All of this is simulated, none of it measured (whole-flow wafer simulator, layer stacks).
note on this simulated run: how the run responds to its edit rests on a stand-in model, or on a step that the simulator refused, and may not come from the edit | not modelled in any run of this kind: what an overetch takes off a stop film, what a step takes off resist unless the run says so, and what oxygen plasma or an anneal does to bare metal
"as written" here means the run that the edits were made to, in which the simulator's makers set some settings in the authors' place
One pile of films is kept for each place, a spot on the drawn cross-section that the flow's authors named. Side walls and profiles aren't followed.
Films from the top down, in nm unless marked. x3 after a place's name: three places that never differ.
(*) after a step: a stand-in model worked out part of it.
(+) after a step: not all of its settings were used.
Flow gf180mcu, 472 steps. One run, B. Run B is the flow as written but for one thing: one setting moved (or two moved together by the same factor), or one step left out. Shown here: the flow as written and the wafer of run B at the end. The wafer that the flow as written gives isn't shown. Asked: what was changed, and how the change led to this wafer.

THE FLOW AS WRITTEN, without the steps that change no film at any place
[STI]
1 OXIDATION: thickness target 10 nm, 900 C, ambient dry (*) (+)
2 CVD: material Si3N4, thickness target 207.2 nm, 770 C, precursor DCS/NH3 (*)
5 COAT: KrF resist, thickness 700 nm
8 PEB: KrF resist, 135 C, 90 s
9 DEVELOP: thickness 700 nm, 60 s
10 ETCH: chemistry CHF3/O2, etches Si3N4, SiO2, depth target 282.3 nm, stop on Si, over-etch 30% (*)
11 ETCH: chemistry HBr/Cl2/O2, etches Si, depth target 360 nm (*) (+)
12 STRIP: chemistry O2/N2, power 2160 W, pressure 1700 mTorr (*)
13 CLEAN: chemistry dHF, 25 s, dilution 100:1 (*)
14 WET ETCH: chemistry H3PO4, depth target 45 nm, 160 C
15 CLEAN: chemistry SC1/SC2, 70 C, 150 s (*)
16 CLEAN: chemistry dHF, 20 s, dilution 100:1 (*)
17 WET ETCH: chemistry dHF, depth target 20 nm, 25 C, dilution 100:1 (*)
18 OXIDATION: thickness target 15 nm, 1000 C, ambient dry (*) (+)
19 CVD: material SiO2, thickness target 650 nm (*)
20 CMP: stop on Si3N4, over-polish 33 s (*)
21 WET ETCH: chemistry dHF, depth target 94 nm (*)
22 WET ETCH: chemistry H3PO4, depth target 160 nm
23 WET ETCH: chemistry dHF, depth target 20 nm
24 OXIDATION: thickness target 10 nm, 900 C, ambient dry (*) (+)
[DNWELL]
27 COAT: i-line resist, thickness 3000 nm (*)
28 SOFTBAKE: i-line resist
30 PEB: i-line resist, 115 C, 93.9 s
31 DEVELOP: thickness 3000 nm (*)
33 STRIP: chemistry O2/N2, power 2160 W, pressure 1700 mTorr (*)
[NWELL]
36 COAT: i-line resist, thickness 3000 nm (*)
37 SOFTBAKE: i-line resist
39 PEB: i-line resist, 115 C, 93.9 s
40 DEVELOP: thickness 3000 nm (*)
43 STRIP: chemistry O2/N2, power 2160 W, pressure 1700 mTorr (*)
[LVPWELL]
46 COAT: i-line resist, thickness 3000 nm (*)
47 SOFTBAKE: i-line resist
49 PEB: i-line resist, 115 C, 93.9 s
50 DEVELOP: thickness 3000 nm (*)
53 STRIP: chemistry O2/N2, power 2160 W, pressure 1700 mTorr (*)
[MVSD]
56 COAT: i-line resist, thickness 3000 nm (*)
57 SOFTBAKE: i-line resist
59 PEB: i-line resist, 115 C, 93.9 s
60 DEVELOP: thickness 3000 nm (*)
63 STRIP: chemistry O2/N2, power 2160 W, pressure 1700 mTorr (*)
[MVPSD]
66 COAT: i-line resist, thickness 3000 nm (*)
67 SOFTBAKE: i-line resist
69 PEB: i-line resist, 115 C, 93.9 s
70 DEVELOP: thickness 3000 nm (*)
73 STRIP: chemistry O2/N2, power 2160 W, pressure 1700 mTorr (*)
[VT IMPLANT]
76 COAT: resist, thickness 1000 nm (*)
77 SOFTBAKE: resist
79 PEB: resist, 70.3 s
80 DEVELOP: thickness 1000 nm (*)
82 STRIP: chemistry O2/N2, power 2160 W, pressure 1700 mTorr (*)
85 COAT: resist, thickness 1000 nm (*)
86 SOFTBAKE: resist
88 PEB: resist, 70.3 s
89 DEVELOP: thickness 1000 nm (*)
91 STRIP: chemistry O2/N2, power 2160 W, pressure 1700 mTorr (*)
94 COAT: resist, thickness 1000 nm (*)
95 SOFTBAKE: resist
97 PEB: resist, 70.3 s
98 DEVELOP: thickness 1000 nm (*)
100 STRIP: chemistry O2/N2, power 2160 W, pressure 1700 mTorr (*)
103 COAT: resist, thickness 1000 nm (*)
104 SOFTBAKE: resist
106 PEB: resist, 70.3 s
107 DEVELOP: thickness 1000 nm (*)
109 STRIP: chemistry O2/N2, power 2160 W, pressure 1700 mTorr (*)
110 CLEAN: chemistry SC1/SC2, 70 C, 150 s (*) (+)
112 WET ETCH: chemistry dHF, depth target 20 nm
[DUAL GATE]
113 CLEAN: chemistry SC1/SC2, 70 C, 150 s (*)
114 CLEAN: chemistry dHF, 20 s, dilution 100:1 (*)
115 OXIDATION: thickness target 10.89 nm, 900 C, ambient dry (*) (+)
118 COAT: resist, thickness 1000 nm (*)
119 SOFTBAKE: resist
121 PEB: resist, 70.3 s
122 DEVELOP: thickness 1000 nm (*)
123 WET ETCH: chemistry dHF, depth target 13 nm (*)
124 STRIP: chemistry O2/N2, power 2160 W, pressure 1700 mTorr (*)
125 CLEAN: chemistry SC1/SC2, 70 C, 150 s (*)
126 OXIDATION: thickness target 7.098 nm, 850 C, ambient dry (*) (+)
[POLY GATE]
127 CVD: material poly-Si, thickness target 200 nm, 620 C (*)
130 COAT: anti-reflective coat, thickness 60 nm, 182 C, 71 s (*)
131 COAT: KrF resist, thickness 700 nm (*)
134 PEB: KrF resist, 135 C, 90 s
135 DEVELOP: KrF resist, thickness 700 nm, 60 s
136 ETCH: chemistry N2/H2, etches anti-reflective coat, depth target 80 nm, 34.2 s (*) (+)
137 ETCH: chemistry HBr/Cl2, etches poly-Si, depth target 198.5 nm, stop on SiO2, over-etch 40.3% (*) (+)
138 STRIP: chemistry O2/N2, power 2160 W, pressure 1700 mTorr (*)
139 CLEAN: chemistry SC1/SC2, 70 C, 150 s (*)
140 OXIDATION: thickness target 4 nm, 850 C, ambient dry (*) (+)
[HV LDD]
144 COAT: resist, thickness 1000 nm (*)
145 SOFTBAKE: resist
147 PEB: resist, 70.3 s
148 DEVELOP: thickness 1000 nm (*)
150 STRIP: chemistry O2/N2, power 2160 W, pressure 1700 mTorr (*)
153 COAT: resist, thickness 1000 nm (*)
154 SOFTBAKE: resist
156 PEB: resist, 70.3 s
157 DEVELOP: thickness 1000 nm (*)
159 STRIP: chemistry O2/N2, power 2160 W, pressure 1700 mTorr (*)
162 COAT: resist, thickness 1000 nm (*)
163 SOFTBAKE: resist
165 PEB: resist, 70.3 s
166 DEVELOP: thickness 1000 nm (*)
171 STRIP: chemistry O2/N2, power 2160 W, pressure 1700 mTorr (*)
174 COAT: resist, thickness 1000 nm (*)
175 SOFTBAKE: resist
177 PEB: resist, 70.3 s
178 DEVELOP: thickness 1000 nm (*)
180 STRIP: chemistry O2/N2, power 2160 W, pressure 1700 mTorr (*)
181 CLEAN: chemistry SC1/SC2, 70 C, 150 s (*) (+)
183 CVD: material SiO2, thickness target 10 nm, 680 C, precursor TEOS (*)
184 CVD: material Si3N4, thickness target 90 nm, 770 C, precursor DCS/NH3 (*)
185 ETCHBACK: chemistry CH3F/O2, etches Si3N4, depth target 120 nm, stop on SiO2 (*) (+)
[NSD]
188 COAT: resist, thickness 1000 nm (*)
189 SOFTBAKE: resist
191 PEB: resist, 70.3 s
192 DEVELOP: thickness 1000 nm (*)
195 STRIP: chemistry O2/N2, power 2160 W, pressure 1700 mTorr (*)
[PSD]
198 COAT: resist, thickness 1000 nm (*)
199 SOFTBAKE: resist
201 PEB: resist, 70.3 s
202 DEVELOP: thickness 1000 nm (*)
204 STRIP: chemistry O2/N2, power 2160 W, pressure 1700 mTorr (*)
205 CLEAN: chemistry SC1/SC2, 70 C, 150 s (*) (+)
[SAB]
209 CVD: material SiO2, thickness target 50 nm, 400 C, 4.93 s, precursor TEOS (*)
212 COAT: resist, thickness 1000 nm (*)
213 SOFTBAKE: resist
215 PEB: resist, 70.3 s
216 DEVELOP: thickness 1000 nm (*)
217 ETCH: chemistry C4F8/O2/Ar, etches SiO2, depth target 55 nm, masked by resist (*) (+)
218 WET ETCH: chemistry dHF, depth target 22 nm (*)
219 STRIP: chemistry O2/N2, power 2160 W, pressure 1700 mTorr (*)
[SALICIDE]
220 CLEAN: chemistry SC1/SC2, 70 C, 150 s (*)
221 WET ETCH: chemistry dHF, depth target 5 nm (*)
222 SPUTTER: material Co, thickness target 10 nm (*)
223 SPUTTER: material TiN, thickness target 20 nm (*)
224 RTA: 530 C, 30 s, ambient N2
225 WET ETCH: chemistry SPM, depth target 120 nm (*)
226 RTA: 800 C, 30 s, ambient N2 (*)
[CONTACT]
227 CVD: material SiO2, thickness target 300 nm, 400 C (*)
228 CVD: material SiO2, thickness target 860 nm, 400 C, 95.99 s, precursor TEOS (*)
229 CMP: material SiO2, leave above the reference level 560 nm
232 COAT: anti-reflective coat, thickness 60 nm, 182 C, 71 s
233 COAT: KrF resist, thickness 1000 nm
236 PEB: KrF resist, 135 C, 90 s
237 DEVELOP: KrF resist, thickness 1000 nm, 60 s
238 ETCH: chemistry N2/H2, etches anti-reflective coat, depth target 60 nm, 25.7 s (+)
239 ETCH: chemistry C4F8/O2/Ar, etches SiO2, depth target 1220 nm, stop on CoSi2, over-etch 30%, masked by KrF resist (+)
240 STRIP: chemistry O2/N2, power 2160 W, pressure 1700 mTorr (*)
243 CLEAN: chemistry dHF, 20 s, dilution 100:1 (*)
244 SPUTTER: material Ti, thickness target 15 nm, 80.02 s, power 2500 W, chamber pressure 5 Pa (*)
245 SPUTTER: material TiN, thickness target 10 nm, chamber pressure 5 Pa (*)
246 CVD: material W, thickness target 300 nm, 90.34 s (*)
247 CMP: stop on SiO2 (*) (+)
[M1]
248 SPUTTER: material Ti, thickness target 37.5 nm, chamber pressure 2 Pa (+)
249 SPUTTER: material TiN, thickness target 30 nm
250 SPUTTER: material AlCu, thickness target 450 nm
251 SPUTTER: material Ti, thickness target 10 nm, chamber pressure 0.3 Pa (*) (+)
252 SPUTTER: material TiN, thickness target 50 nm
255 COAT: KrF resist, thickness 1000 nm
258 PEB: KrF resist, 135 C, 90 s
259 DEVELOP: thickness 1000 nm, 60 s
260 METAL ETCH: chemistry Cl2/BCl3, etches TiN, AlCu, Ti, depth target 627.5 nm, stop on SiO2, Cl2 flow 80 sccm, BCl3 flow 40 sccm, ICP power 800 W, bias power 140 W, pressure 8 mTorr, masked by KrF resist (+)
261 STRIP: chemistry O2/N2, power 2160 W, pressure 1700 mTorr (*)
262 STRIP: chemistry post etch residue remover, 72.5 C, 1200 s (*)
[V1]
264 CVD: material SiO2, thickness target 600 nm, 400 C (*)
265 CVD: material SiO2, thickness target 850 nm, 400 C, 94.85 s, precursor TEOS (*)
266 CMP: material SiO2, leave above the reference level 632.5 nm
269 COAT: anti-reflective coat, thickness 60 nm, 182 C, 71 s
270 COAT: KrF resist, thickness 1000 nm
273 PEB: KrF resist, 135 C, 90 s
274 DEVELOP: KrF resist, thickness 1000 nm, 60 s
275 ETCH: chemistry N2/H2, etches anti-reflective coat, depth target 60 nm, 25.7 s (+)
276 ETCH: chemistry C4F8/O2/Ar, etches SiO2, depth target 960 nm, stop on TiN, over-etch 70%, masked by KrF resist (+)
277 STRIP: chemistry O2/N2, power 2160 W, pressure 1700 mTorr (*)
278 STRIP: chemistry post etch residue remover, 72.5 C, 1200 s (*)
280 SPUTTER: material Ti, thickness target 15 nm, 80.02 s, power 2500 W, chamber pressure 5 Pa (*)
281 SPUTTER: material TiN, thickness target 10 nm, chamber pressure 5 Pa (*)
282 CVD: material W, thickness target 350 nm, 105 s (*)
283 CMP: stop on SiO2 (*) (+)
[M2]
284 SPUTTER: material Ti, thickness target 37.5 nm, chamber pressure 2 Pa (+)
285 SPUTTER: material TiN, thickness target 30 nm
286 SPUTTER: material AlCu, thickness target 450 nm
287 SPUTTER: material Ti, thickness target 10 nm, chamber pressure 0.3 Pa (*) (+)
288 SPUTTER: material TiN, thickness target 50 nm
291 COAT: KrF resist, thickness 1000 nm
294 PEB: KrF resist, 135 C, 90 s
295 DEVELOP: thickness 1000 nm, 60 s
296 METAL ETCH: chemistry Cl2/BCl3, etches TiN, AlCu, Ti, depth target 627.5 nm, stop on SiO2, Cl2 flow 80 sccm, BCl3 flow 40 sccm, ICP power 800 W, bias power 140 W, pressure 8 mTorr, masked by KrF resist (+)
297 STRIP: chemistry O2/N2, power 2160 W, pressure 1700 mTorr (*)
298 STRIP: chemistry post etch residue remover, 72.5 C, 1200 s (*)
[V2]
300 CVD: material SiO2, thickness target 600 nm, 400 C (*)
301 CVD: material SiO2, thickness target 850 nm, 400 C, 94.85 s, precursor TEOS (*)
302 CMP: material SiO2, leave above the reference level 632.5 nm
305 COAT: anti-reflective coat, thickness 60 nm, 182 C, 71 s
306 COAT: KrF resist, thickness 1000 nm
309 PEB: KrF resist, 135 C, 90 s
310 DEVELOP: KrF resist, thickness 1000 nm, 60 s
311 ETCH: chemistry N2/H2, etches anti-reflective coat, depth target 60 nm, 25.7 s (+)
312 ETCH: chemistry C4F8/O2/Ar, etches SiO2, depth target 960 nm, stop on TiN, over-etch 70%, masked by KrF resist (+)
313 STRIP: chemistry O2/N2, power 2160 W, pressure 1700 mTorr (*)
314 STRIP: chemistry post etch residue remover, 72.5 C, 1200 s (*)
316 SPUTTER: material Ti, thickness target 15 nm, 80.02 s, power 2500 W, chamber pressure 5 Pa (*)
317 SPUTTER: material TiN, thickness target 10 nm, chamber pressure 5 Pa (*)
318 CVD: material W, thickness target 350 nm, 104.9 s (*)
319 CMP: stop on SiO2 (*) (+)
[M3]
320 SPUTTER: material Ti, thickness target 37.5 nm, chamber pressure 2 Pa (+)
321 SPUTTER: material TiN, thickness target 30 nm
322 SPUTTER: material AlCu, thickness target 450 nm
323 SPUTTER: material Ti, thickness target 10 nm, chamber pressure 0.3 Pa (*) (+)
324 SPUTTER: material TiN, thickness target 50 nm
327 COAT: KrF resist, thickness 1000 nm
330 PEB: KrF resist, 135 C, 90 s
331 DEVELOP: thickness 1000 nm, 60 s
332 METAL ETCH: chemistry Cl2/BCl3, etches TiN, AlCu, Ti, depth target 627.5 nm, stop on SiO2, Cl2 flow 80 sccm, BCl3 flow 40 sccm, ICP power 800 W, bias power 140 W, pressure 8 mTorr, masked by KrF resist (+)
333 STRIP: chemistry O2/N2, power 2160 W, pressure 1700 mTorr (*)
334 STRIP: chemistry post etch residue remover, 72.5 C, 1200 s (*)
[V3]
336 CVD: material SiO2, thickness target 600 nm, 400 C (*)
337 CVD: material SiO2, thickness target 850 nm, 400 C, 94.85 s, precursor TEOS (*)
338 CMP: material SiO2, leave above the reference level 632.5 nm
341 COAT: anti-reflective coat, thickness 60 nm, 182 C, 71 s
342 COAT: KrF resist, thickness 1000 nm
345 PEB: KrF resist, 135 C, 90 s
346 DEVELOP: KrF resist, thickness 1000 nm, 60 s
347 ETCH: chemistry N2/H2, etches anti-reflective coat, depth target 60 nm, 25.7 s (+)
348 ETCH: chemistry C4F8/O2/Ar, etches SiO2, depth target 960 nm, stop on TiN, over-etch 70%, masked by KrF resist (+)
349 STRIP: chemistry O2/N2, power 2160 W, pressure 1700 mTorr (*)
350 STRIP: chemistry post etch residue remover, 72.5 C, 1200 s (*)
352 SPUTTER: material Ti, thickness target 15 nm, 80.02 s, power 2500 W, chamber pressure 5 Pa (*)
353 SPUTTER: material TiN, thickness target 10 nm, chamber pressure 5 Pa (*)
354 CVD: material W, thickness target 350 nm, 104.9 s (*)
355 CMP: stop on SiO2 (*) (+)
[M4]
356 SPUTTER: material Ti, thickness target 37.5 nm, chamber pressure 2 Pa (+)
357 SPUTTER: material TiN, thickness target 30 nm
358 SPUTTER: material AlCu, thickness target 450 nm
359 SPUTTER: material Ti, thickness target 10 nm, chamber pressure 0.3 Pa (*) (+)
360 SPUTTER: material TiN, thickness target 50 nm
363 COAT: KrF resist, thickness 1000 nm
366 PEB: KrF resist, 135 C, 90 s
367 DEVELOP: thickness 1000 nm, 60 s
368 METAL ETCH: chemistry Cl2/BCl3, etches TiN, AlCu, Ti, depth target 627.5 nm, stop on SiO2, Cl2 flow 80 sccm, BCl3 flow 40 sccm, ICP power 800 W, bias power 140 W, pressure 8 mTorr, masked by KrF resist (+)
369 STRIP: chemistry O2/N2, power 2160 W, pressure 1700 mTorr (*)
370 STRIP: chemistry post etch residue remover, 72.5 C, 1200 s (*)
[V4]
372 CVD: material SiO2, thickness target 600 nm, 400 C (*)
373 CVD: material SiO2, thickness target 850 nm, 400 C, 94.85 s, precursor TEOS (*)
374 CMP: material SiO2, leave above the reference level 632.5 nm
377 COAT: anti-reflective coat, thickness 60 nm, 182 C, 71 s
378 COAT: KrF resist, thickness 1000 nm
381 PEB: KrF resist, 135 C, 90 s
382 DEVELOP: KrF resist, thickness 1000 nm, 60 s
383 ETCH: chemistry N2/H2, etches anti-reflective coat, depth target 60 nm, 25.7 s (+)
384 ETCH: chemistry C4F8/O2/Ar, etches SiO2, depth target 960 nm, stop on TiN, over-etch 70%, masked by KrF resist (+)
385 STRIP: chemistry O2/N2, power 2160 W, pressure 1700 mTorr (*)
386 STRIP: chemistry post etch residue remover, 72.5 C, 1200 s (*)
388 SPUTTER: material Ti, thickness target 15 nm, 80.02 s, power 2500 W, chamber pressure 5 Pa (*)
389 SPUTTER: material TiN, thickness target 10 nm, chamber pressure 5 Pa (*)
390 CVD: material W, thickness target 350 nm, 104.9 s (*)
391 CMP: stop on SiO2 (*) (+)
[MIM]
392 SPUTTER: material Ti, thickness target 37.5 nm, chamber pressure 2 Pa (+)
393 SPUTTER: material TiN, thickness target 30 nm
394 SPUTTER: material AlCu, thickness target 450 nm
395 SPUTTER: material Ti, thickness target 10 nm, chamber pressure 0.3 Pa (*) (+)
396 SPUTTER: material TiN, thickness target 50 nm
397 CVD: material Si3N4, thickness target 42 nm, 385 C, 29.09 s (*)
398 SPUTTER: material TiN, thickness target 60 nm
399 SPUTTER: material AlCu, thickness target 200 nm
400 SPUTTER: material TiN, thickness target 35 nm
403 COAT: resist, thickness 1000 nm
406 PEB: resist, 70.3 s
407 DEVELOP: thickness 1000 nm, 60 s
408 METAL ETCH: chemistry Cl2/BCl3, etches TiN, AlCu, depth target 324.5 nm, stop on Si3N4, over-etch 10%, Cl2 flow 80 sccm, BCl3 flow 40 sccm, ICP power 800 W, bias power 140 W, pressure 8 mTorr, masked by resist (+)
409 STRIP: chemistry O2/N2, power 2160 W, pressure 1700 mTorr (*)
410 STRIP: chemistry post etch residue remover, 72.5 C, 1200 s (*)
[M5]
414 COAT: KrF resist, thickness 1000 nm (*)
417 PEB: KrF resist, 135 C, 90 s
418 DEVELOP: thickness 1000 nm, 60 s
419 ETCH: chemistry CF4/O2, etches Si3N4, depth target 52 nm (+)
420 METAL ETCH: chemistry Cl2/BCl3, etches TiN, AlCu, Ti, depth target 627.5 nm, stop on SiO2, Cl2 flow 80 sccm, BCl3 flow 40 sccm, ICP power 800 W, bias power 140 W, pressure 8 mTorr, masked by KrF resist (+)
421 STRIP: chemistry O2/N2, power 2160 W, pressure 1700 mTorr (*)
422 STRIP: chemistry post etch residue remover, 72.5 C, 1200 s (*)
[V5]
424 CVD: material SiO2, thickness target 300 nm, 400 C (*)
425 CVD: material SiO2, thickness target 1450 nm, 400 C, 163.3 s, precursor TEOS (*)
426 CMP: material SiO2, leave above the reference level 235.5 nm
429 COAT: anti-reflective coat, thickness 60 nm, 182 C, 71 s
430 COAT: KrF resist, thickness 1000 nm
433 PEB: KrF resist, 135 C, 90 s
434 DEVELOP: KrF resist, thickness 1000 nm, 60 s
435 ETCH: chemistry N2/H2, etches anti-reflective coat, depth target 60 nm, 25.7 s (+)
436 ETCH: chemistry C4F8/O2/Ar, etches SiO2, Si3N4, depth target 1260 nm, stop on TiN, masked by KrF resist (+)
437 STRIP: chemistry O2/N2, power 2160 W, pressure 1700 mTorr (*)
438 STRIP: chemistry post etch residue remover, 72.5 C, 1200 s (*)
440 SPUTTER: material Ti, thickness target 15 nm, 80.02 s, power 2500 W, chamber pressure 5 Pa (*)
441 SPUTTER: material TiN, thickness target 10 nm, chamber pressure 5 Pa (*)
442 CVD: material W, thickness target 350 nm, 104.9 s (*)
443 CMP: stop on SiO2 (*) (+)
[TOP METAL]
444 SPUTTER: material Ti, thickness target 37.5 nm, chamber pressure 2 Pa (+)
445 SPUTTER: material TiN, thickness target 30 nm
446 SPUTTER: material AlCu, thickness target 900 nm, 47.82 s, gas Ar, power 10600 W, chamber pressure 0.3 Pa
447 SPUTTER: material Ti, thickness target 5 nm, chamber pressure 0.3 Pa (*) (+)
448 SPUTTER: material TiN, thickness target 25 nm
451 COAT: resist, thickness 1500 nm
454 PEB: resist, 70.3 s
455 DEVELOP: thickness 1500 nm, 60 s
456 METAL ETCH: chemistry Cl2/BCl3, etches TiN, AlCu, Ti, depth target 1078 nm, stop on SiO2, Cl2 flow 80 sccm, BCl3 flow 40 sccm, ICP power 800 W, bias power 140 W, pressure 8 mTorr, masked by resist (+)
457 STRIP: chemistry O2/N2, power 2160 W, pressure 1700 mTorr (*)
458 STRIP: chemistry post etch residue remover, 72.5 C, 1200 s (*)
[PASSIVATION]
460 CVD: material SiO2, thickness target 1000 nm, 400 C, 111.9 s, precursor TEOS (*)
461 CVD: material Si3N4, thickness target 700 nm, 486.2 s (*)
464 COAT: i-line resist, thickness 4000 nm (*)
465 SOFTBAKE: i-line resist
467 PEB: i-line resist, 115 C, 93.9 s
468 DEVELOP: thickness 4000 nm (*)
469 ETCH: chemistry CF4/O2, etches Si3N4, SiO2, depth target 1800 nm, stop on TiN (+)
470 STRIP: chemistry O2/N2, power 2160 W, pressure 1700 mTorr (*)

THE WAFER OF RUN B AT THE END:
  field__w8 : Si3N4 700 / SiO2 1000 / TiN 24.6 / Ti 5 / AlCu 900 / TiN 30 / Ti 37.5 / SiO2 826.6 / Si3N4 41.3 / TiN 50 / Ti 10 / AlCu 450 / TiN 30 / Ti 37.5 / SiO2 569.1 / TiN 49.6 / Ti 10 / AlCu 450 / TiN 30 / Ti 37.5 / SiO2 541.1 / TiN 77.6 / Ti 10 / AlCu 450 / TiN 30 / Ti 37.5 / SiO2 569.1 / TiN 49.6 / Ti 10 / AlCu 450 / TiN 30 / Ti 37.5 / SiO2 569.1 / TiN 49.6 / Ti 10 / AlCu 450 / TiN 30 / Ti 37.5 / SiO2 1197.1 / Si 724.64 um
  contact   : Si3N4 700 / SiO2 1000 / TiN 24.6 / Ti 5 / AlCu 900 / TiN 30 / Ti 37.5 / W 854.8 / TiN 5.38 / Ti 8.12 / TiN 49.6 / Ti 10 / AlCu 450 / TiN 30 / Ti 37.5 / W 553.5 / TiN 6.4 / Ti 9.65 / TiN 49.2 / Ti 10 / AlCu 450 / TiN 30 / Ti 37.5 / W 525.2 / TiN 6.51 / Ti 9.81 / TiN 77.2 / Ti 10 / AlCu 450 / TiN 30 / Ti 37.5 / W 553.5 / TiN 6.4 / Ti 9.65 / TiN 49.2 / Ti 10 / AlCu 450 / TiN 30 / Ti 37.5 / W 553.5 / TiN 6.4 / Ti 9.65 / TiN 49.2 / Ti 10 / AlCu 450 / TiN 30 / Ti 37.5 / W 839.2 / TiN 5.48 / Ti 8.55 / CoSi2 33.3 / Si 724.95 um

The cause: step 324, SPUTTER: thickness target 78 nm was run, where the flow has thickness target 50 nm.

How the change led to this, step by step:
  324 SPUTTER: material TiN, thickness target 50 nm
      field, field__w1, field__w2 and 108 more: TiN +78 (new film) (as written it would be: TiN +50 (new film))
  332 METAL ETCH: chemistry Cl2/BCl3, etches TiN, AlCu, Ti, depth target 627.5 nm, stop on SiO2, Cl2 flow 80 sccm, BCl3 flow 40 sccm, ICP power 800 W, bias power 140 W, pressure 8 mTorr, masked by KrF resist (+)
      field, field__w1, field__w2 and 103 more: TiN -78 (all of it), Ti -10 (all of it), AlCu -450 (all of it), TiN -30 (all of it), Ti -37.5 (all of it) (as written it would be: TiN -50 (all of it), Ti -10 (all of it), AlCu -450 (all of it), TiN -30 (all of it), Ti -37.5 (all of it))
  338 CMP: material SiO2, leave above the reference level 632.5 nm
      field__w8, contact, m1, m1__w1, m1_nw: SiO2 -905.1 (as written it would be: SiO2 -877.1)
  348 ETCH: chemistry C4F8/O2/Ar, etches SiO2, depth target 960 nm, stop on TiN, over-etch 70%, masked by KrF resist (+)
      field, field__w1, field__w2 and 107 more: KrF resist -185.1 (as written it would be: KrF resist -192)
      contact: SiO2 -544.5 (all of it) (as written it would be: SiO2 -572.5 (all of it))
  354 CVD: material W, thickness target 350 nm, 104.9 s (*)
      contact: W +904 (new film) (as written it would be: W +932.3 (new film))
